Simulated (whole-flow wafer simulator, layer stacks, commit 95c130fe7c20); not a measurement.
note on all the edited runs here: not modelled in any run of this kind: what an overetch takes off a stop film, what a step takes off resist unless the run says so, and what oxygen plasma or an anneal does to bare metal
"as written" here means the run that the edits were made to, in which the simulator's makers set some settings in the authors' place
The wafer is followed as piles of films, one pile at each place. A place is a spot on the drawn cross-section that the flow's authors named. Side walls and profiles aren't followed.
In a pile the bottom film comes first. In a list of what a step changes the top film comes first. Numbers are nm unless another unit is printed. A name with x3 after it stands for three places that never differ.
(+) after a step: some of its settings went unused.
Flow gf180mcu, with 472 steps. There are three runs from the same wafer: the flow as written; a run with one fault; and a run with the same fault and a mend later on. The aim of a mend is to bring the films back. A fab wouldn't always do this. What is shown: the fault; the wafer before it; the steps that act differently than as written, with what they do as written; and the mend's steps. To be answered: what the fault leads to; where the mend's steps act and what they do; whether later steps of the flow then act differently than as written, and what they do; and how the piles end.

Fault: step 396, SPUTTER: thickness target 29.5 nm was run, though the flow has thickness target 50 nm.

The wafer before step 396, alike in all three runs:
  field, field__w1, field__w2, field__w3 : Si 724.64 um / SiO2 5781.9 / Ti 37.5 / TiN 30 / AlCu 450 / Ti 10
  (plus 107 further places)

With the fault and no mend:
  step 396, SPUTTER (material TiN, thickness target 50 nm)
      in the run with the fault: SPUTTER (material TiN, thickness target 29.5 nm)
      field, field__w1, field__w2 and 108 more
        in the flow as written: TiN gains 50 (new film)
        in the run with the fault: TiN gains 29.5 (new film)
  Later steps of the flow acting differently than as written (1 other step is not shown; it differs only slightly, by no more than 2% or 0.5 nm, whichever is larger):
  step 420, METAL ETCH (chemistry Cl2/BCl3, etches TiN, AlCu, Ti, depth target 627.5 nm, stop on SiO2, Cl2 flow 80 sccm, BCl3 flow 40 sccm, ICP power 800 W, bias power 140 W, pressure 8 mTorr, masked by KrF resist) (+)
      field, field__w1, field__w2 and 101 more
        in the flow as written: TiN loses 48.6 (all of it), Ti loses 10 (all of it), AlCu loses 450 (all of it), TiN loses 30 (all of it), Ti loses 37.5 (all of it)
        in the run with the fault: TiN loses 28.1 (all of it), Ti loses 10 (all of it), AlCu loses 450 (all of it), TiN loses 30 (all of it), Ti loses 37.5 (all of it)
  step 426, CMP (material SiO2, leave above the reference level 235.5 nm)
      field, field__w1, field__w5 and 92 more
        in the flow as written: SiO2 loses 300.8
        in the run with the fault: SiO2 loses 321.3
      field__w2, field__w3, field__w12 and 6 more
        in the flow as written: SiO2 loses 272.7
        in the run with the fault: SiO2 loses 294.1
  At field__w4, field__w8, contact, m1, m1__w1, mim, mim_1p0, m1_nw, the piles at the end differ from the flow's by more than 2% or 0.5 nm, whichever is larger.
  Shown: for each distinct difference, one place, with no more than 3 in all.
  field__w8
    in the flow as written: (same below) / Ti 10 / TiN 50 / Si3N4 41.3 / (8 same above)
    in the run with the fault: (same below) / Ti 10 / TiN 29.5 / Si3N4 41.3 / (8 same above)
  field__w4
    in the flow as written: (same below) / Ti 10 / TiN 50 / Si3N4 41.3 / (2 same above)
    in the run with the fault: (same below) / Ti 10 / TiN 29.5 / Si3N4 41.3 / (2 same above)
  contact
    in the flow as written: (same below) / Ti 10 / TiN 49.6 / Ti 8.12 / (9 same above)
    in the run with the fault: (same below) / Ti 10 / TiN 29.1 / Ti 8.12 / (9 same above)

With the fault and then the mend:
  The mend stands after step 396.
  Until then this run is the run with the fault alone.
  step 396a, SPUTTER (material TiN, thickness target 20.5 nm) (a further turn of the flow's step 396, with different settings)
      field, field__w1, field__w2 and 108 more
        TiN gains 20.5
  Later steps of the flow that are run all act as written at every place that is followed.
  By the end, the piles equal the flow's at every place that both follow.
